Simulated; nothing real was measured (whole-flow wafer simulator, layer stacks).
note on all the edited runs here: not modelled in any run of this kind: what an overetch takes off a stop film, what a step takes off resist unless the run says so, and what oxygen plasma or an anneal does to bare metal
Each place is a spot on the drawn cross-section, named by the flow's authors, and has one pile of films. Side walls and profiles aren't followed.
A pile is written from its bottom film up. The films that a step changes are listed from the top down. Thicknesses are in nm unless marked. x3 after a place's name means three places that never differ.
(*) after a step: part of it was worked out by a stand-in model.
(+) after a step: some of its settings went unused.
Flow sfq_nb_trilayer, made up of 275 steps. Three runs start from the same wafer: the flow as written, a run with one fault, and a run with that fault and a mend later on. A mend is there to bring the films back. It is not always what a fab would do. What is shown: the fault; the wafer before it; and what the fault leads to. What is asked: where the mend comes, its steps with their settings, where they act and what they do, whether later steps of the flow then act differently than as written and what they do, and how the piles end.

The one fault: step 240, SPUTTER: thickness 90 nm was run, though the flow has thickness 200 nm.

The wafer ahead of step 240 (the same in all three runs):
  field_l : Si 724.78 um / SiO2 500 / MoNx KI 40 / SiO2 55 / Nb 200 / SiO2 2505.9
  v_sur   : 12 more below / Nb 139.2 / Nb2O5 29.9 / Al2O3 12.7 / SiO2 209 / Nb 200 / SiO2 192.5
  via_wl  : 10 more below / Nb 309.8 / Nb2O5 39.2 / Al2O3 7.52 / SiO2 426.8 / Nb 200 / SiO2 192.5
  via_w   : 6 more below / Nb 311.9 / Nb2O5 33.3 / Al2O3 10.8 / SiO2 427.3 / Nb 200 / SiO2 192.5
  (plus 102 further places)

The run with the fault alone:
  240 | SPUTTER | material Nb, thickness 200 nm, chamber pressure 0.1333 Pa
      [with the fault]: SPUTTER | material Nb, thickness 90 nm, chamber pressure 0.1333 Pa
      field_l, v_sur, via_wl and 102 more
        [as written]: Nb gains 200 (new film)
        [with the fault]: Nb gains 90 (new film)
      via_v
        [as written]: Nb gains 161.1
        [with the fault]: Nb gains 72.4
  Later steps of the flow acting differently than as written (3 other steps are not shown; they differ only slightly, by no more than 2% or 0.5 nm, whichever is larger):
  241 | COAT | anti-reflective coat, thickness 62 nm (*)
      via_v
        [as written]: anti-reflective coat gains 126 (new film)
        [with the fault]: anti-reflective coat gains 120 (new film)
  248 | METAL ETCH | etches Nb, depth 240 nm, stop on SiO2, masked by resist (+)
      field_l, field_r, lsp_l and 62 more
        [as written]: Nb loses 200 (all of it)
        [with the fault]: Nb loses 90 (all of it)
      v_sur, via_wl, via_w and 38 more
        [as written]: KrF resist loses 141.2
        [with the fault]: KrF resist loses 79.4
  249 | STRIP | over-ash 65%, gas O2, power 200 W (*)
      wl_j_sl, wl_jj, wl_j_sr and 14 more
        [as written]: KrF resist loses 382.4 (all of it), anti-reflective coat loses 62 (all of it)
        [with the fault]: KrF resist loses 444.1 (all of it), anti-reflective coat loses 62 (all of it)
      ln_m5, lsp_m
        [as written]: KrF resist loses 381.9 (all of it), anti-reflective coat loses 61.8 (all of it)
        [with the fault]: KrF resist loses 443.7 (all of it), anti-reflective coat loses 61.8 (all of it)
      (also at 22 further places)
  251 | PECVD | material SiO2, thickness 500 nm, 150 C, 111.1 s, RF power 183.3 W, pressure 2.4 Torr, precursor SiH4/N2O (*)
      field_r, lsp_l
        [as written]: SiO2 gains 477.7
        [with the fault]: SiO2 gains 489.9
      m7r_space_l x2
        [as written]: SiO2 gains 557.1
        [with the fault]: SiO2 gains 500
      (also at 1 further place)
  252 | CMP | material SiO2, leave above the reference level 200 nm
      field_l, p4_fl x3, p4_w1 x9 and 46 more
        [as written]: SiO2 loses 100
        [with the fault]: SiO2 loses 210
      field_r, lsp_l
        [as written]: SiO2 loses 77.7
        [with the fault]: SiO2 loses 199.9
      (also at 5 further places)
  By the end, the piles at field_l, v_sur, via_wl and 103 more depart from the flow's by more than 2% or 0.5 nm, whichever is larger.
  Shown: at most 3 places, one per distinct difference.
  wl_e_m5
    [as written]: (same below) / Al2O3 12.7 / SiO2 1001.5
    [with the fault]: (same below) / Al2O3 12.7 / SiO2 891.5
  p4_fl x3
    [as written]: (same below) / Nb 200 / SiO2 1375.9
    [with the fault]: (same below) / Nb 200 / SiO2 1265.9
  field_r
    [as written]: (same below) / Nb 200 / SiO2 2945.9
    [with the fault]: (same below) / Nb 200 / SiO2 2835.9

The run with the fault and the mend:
  After step 240 comes the mend.
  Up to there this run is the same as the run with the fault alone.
  240a | SPUTTER | material Nb, thickness 110 nm, chamber pressure 0.1333 Pa (the flow's step 240, run once more with other settings)
      field_l, v_sur, via_wl and 102 more
        Nb gains 110
      via_v
        Nb gains 86.8
  Later steps of the flow that are run all act as written at every place that is followed, up to a difference of at most 2% or 0.5 nm, whichever is larger.
  When the end is reached, the piles differ only a little from the flow's at the places that both follow, at most by 2% or 0.5 nm, whichever is larger.
